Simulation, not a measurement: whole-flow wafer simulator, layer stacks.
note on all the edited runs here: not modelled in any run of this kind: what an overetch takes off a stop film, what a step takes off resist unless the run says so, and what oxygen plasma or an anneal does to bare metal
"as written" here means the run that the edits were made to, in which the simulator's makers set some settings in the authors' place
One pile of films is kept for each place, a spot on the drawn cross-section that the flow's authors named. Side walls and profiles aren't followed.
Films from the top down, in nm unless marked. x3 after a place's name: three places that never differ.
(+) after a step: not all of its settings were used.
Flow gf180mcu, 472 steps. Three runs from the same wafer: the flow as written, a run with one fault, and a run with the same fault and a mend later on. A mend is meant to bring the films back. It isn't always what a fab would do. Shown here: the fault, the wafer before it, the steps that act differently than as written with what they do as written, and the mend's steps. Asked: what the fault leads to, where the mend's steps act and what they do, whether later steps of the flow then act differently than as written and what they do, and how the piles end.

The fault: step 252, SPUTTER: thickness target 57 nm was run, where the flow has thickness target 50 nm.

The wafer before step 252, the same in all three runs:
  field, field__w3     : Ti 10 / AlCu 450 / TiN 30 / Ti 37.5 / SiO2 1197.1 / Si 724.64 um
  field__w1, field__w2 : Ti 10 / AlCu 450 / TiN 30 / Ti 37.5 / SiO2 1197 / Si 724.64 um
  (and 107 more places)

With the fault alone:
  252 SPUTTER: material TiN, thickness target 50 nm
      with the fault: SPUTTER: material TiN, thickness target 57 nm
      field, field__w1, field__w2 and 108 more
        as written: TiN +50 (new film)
        with the fault: TiN +57 (new film)
  Later steps of the flow that act differently than as written (5 more steps differ only slightly, by at most 2% or 0.5 nm, whichever is larger, and aren't shown):
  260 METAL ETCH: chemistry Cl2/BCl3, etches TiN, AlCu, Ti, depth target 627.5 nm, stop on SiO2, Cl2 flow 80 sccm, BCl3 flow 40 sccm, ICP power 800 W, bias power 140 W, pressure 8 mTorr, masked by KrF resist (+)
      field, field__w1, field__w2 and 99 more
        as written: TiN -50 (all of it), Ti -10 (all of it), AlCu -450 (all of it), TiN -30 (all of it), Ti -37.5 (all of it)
        with the fault: TiN -57 (all of it), Ti -10 (all of it), AlCu -450 (all of it), TiN -30 (all of it), Ti -37.5 (all of it)
  At the end the piles differ from the flow's by more than 2% or 0.5 nm, whichever is larger, at field__w8, contact, m1 and 6 more.
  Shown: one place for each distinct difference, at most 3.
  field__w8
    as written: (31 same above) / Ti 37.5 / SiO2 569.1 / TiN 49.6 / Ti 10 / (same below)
    with the fault: (31 same above) / Ti 37.5 / SiO2 562.1 / TiN 56.6 / Ti 10 / (same below)
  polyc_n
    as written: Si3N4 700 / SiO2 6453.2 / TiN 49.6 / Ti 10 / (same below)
    with the fault: Si3N4 700 / SiO2 6446.2 / TiN 56.6 / Ti 10 / (same below)
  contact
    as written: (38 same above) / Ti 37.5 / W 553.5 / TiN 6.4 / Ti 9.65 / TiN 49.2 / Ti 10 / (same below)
    with the fault: (38 same above) / Ti 37.5 / W 546.4 / TiN 6.43 / Ti 9.69 / TiN 56.2 / Ti 10 / (same below)

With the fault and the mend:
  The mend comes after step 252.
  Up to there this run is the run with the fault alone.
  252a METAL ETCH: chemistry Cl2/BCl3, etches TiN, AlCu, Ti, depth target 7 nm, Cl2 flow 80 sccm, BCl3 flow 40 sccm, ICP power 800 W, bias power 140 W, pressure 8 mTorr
      field, field__w1, field__w2 and 108 more
        TiN -7
  No later step of the flow acts differently than as written at any place that is followed.
  At the end the piles are the same as the flow's at every place that both follow.
